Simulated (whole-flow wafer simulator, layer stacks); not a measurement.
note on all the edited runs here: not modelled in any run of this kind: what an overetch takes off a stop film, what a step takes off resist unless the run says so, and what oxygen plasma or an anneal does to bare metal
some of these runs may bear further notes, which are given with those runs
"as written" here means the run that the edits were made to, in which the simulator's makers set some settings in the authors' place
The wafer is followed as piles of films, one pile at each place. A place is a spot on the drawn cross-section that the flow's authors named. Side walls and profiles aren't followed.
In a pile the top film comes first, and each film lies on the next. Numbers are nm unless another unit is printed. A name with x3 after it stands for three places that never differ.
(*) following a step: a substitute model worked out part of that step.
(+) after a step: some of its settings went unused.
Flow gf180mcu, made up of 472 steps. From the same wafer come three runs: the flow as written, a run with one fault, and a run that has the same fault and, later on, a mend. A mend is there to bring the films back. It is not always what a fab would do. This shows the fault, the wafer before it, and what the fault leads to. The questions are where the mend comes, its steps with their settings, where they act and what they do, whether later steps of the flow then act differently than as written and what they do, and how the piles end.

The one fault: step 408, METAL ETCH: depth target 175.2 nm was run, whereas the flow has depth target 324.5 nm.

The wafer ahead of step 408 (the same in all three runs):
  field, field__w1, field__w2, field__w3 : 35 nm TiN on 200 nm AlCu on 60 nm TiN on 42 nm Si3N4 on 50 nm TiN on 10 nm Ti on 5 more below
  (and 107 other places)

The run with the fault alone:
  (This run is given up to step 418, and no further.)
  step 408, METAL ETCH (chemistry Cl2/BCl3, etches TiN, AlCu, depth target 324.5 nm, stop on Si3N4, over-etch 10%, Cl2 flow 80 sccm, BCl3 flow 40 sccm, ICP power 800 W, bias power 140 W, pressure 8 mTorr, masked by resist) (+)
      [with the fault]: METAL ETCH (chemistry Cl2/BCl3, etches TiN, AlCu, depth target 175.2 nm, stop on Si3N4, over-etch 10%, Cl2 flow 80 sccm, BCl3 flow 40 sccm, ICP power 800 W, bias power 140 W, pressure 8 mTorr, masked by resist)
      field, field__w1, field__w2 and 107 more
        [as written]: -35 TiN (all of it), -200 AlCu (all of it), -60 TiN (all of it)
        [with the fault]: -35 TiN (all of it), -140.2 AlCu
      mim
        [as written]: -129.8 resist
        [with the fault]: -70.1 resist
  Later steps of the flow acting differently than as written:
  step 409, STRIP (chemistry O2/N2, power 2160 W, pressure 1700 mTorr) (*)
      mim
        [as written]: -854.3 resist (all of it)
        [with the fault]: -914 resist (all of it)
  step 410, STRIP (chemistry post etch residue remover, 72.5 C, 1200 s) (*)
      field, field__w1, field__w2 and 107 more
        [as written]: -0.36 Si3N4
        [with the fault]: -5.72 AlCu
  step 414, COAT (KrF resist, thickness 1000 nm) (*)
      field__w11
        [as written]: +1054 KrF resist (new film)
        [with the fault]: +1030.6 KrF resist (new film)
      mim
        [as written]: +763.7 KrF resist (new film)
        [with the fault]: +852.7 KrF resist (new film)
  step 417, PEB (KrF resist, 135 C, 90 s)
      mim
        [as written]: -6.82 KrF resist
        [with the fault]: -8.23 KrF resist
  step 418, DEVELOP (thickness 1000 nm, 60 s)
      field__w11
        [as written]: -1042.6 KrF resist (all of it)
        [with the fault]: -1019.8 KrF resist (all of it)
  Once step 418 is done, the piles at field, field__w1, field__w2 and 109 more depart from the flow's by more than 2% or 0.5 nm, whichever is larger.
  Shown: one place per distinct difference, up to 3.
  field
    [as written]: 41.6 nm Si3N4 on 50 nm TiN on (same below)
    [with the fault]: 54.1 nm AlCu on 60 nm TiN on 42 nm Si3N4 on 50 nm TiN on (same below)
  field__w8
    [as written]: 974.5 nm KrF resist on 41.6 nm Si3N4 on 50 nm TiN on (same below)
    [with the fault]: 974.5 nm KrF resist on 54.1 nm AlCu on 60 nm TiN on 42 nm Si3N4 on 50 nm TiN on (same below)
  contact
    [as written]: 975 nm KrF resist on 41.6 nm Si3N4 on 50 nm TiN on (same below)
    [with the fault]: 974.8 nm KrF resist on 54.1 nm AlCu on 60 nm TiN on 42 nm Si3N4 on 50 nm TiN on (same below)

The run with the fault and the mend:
  The mend stands after step 408.
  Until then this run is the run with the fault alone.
  step 408a, METAL ETCH (chemistry Cl2/BCl3, etches TiN, AlCu, depth target 149.3 nm, stop on Si3N4, over-etch 10%, Cl2 flow 80 sccm, BCl3 flow 40 sccm, ICP power 800 W, bias power 140 W, pressure 8 mTorr, masked by resist) (+) (the flow's step 408 again, with other settings)
      field, field__w1, field__w2 and 107 more
        -59.8 AlCu (all of it), -60 TiN (all of it)
      mim
        -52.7 resist
  Later steps of the flow that are run all act as written at every place that is followed, up to a difference of at most 2% or 0.5 nm, whichever is larger.
  By the end, the piles equal the flow's at every place that both follow.
